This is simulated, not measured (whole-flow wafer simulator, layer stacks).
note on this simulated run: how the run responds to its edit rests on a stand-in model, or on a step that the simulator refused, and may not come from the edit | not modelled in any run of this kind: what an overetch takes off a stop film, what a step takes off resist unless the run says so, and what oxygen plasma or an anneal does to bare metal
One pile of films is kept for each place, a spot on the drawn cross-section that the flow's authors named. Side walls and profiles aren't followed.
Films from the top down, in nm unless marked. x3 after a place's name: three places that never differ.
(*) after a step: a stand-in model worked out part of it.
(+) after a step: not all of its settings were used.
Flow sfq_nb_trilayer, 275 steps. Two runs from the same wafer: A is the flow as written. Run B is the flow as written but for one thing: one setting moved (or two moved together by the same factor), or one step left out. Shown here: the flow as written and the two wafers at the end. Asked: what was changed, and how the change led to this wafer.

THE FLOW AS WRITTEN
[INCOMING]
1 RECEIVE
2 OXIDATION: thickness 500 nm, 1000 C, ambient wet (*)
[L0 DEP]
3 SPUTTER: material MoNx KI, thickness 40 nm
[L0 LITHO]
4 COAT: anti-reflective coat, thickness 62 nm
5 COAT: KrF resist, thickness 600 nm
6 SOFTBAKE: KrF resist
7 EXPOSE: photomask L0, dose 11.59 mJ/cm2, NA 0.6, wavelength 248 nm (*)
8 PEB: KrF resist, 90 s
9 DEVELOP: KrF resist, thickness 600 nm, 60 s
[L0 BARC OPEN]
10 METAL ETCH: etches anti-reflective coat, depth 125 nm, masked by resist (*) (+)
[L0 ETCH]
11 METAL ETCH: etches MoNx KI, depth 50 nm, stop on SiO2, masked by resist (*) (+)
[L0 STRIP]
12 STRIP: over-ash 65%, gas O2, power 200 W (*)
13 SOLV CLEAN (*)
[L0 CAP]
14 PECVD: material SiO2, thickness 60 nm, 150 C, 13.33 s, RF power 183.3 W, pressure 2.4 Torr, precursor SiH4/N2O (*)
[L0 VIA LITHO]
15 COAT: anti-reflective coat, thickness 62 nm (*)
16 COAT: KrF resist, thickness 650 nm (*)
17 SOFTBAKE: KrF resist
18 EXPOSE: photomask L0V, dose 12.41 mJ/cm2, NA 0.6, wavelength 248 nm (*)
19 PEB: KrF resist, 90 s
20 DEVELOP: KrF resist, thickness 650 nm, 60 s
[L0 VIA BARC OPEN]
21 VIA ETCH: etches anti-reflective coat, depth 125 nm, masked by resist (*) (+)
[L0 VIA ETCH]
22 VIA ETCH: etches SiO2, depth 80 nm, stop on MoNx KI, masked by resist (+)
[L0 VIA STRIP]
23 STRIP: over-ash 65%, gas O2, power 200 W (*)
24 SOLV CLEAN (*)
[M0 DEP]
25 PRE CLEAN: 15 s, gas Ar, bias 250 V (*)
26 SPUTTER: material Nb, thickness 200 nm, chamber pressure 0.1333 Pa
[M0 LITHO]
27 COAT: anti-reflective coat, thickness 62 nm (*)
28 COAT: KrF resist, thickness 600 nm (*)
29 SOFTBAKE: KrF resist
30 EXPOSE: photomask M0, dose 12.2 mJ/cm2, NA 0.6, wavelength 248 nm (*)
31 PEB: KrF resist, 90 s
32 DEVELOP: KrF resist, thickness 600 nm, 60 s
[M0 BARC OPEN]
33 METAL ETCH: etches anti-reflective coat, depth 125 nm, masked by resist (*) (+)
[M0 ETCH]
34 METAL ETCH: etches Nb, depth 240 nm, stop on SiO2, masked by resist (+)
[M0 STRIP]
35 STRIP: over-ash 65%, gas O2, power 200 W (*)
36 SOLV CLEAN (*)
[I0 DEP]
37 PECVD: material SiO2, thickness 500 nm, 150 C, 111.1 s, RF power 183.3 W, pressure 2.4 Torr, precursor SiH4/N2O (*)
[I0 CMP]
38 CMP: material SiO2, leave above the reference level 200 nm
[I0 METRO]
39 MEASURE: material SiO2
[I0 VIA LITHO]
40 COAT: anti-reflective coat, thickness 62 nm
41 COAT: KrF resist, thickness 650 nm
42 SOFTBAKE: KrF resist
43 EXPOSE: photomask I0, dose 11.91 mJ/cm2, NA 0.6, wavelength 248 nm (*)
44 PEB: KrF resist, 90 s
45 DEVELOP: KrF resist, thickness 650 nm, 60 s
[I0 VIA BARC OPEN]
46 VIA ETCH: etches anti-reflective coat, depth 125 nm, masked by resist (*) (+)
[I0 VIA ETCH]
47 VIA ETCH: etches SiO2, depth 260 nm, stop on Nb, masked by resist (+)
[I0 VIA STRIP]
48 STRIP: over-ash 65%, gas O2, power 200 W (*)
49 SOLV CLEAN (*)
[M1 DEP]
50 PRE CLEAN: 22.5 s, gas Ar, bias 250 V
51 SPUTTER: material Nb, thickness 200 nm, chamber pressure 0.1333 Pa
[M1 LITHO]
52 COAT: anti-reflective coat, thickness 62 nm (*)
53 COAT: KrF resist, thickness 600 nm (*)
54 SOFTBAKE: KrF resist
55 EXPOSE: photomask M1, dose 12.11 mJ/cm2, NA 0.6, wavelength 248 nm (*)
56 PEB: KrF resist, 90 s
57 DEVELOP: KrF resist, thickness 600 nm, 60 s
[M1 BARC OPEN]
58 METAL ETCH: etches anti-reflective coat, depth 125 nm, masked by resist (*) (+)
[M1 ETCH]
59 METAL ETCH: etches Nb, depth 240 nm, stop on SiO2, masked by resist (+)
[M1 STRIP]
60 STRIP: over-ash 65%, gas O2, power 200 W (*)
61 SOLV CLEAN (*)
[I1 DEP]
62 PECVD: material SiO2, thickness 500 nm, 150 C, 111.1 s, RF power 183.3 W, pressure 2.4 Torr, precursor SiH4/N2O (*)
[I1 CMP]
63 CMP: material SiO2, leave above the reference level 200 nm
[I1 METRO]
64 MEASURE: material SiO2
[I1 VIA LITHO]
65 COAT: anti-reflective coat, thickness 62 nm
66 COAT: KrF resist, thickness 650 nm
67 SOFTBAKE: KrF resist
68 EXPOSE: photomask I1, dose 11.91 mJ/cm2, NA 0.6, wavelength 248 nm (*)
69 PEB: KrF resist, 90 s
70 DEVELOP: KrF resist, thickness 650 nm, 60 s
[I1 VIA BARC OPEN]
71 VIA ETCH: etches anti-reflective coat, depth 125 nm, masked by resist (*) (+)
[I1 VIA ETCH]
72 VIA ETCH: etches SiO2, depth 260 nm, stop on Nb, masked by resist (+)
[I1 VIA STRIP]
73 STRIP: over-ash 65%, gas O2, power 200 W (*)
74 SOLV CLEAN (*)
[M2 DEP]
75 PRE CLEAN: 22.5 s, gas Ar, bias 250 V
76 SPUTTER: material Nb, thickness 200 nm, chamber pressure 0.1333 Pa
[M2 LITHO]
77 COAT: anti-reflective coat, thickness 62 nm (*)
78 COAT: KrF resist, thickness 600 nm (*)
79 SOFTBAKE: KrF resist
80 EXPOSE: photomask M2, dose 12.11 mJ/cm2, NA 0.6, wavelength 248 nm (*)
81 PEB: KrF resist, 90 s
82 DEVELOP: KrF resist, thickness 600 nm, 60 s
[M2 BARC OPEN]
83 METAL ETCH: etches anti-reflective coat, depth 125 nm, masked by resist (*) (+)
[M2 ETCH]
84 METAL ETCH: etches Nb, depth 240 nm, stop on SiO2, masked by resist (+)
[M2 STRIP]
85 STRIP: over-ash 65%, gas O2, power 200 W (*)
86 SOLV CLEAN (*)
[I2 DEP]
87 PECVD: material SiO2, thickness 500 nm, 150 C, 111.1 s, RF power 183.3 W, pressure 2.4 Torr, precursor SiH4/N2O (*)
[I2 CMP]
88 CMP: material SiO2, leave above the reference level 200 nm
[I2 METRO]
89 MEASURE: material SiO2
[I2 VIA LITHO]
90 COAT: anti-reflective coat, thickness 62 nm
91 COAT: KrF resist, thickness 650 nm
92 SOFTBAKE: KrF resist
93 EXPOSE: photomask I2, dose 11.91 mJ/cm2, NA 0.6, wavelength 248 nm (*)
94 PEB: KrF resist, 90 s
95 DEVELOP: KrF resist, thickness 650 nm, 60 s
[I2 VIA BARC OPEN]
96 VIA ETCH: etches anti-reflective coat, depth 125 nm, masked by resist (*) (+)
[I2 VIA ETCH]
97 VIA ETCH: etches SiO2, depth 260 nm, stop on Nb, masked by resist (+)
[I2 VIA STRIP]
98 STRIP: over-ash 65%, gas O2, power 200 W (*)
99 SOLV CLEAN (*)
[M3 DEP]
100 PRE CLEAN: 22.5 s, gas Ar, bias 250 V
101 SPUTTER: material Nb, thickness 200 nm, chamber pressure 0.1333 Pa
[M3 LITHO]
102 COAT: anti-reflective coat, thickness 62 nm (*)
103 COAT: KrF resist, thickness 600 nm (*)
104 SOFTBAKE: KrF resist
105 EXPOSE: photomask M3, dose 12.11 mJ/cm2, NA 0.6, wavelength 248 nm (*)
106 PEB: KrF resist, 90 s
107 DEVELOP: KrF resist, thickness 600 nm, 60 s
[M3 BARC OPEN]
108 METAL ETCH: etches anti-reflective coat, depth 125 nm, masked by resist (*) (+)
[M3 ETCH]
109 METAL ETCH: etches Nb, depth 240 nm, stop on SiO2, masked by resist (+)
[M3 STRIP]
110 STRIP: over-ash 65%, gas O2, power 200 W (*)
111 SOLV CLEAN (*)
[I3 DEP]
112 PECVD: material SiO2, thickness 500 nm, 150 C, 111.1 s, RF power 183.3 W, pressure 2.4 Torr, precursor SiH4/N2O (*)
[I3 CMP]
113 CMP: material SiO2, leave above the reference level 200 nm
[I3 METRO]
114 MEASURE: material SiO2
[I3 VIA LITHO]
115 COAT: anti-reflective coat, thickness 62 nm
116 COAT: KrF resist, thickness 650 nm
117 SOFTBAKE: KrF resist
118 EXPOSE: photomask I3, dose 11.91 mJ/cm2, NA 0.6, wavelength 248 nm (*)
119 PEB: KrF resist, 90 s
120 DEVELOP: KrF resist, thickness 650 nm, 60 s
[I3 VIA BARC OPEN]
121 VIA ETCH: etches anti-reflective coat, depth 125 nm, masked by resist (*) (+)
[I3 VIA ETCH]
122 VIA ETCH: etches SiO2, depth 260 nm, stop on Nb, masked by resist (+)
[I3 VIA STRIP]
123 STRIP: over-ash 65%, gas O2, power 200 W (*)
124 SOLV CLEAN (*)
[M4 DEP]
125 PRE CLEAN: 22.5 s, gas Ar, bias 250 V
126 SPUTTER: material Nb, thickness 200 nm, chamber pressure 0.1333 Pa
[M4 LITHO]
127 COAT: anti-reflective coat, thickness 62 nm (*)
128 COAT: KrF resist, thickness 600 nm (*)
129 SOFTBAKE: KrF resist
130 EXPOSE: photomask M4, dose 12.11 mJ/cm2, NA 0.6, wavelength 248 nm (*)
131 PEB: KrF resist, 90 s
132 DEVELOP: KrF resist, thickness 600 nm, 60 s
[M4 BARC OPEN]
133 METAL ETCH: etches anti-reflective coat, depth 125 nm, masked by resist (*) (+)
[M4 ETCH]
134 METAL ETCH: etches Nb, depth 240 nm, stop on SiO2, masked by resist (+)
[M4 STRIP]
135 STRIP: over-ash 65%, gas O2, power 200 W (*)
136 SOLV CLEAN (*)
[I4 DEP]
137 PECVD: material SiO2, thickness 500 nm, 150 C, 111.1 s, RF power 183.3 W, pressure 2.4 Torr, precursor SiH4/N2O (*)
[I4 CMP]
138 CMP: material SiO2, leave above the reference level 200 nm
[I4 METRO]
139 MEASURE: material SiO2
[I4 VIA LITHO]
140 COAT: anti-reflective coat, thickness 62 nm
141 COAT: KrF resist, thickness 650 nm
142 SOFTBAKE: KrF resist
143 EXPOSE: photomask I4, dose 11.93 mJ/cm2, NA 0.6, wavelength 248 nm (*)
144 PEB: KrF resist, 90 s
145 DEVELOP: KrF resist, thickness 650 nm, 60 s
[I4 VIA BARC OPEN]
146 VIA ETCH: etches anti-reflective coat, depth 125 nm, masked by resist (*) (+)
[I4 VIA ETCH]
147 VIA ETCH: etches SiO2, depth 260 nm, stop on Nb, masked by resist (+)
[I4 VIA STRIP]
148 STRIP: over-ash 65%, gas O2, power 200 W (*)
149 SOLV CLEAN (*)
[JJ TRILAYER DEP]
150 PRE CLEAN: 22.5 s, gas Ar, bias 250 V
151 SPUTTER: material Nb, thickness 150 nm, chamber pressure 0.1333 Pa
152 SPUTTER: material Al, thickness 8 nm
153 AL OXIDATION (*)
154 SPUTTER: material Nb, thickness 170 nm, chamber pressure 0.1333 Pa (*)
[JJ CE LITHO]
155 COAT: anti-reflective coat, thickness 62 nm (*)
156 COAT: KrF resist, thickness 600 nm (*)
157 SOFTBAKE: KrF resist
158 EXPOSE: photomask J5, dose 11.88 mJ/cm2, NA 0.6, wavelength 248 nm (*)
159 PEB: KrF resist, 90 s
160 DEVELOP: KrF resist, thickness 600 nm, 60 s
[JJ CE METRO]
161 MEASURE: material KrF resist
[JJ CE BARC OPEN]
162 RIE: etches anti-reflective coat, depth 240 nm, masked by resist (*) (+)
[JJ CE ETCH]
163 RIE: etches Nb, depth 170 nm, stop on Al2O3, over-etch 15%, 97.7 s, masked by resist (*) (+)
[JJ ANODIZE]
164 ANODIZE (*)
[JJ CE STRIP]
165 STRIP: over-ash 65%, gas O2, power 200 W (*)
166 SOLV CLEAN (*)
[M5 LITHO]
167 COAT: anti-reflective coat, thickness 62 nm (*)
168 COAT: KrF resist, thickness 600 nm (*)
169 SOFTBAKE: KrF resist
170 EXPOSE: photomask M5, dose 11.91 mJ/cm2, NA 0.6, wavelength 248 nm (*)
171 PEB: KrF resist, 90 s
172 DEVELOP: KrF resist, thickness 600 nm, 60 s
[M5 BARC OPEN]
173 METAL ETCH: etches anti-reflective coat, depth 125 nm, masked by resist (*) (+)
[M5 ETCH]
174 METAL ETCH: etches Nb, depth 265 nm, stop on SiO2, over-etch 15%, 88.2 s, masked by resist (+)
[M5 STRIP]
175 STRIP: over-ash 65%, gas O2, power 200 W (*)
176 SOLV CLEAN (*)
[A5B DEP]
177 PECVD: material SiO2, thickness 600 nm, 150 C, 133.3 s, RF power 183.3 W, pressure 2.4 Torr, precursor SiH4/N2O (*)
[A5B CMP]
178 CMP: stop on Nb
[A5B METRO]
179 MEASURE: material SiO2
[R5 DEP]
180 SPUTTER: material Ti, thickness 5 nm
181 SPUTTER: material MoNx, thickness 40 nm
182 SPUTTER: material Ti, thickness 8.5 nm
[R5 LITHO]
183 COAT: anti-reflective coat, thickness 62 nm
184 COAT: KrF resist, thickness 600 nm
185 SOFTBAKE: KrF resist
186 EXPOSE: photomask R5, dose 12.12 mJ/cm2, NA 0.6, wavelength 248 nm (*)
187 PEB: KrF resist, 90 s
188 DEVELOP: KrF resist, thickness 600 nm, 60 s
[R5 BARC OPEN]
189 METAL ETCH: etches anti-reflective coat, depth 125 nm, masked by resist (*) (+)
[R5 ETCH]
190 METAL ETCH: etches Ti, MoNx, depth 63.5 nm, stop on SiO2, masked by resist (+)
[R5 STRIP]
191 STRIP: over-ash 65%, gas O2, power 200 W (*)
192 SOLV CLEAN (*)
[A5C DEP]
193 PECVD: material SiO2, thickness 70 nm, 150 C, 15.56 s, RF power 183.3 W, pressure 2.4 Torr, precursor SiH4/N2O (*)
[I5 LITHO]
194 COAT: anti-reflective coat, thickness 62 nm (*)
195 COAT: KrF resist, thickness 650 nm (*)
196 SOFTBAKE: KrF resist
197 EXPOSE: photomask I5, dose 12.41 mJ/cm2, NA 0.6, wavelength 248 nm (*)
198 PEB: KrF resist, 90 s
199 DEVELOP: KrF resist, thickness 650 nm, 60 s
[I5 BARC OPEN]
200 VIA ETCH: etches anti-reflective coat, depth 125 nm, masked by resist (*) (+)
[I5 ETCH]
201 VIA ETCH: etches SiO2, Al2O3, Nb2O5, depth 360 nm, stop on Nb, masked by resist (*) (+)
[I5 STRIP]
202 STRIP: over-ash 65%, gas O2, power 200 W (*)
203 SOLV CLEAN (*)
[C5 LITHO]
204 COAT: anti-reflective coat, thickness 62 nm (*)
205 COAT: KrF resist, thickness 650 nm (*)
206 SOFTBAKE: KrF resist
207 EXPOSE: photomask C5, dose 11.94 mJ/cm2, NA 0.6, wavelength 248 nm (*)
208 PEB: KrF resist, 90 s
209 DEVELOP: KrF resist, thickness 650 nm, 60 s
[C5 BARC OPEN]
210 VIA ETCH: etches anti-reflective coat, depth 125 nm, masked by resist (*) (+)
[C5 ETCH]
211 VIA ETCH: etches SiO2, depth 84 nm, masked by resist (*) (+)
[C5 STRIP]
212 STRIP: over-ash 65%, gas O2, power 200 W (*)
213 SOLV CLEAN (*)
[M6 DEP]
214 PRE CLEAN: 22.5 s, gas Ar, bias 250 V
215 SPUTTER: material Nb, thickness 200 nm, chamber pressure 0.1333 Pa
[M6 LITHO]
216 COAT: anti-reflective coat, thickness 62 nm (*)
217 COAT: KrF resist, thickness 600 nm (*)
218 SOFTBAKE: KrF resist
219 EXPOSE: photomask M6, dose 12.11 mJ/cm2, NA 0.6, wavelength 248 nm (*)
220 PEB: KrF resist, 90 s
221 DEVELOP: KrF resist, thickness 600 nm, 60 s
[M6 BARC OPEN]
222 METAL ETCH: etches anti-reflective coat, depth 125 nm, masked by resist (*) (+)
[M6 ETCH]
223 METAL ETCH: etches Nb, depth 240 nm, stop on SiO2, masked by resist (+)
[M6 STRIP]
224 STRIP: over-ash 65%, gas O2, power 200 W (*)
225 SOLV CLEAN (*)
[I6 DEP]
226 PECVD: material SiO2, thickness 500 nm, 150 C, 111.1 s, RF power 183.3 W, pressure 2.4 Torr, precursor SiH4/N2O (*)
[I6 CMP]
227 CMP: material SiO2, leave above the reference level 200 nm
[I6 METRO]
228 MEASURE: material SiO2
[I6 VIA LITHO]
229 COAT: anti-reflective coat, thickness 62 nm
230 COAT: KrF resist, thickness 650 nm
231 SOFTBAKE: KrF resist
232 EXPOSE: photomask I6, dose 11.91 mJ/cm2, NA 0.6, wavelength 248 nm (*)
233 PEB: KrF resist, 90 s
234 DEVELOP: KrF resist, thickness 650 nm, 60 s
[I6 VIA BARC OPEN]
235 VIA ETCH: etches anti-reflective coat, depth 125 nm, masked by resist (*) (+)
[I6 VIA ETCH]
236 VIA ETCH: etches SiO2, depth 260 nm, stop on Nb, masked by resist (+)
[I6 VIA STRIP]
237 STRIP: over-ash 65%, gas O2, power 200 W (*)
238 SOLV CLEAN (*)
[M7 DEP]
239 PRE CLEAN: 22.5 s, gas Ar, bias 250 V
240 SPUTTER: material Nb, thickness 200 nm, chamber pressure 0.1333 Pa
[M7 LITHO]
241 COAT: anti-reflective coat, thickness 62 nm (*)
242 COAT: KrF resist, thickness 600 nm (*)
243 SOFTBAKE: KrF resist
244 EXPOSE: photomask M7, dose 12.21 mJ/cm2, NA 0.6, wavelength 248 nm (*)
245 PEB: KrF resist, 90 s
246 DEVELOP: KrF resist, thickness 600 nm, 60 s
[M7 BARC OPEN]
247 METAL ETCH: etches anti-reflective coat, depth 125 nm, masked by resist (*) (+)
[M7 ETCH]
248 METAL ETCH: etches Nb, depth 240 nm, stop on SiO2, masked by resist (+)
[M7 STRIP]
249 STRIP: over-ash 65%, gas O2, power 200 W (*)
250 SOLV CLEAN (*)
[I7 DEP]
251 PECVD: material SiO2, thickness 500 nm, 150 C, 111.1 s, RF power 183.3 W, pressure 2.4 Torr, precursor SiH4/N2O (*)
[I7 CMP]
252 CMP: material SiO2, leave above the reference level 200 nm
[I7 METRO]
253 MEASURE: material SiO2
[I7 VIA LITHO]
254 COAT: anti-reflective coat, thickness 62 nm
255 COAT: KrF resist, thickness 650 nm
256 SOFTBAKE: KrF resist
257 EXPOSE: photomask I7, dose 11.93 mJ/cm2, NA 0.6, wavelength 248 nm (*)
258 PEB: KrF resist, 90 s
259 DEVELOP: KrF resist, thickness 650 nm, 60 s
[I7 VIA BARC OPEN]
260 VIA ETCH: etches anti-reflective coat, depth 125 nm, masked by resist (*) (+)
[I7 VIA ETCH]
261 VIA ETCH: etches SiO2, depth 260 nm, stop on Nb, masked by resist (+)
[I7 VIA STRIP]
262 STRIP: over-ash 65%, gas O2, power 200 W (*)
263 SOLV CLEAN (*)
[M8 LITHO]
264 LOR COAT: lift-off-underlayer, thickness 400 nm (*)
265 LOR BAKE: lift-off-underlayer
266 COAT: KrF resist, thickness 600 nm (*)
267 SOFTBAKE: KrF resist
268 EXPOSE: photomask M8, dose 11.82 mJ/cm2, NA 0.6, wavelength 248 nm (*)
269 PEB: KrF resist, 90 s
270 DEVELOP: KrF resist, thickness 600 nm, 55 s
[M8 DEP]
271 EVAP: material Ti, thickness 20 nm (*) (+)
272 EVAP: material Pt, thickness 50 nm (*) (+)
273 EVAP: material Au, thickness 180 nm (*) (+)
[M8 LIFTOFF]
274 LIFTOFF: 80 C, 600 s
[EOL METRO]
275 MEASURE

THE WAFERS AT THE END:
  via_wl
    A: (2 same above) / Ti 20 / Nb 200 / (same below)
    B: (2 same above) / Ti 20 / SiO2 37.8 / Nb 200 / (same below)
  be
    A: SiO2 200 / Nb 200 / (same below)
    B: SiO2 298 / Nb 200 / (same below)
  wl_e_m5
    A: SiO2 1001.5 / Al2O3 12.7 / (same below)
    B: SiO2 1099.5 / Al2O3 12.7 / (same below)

The cause: step 252, CMP: leave above the reference level 298 nm was run, where the flow has leave above the reference level 200 nm.
It can be read off the wafer: be has SiO2 298, and step 252 as written asks for 200 nm.

How the change led to this, step by step:
  252 CMP: material SiO2, leave above the reference level 200 nm
      field_r, lsp_l: A SiO2 -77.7 | B nothing
      l0_sur, l0v: A SiO2 -87.8 | B nothing
      (and at 102 more places)
  254 COAT: anti-reflective coat, thickness 62 nm
      moat: A anti-reflective coat +62 (new film) | B anti-reflective coat +60.2 (new film)
      field_r: A anti-reflective coat +62 (new film) | B anti-reflective coat +69.7 (new film)
      (and at 4 more places)
  261 VIA ETCH: etches SiO2, depth 260 nm, stop on Nb, masked by resist (+)
      via_wl, via_w, via_wr: A SiO2 -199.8 (all of it) | B SiO2 -260
  262 STRIP: over-ash 65%, gas O2, power 200 W (*)
      moat: A KrF resist -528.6 (all of it), anti-reflective coat -62 (all of it) | B KrF resist -527.4 (all of it), anti-reflective coat -60.2 (all of it)
      field_r: A KrF resist -528.6 (all of it), anti-reflective coat -62 (all of it) | B KrF resist -536.3 (all of it), anti-reflective coat -69.7 (all of it)
      (and at 4 more places)
  264 LOR COAT: lift-off-underlayer, thickness 400 nm (*)
      via_wl, via_wr: A lift-off-underlayer +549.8 (new film) | B lift-off-underlayer +594.7 (new film)
      v_sur: A lift-off-underlayer +369.4 (new film) | B lift-off-underlayer +360.1 (new film)
      (and at 3 more places)
  270 DEVELOP: KrF resist, thickness 600 nm, 55 s
      v_sur: A KrF resist -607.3 (all of it), lift-off-underlayer -369.4 (all of it) | B KrF resist -609.8 (all of it), lift-off-underlayer -360.1 (all of it)
      via_wl: A KrF resist -623.9 (all of it), lift-off-underlayer -549.8 (all of it) | B KrF resist -631.3 (all of it), lift-off-underlayer -594.7 (all of it)
      (and at 2 more places)
  274 LIFTOFF: 80 C, 600 s
      field_r: A Au -180 (all of it), Pt -50 (all of it), Ti -20 (all of it), KrF resist -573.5 (all of it), lift-off-underlayer -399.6 (all of it) | B Au -180 (all of it), Pt -50 (all of it), Ti -20 (all of it), KrF resist -576 (all of it), lift-off-underlayer -413.2 (all of it)
      lsp_l: A Au -180 (all of it), Pt -50 (all of it), Ti -20 (all of it), KrF resist -573.4 (all of it), lift-off-underlayer -399.6 (all of it) | B Au -180 (all of it), Pt -50 (all of it), Ti -20 (all of it), KrF resist -576.5 (all of it), lift-off-underlayer -412.4 (all of it)
Counting metal films that touch as one body, via_wl has 8 bodies (between them, from the top down: SiO2 37.8; SiO2 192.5; SiO2 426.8 / Al2O3 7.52 / Nb2O5 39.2; SiO2 192.5; SiO2 192.5; SiO2 192.5; SiO2 192.5); the flow as written gives 7 bodies (between them, from the top down: SiO2 192.5; SiO2 426.8 / Al2O3 7.52 / Nb2O5 39.2; SiO2 192.5; SiO2 192.5; SiO2 192.5; SiO2 192.5).
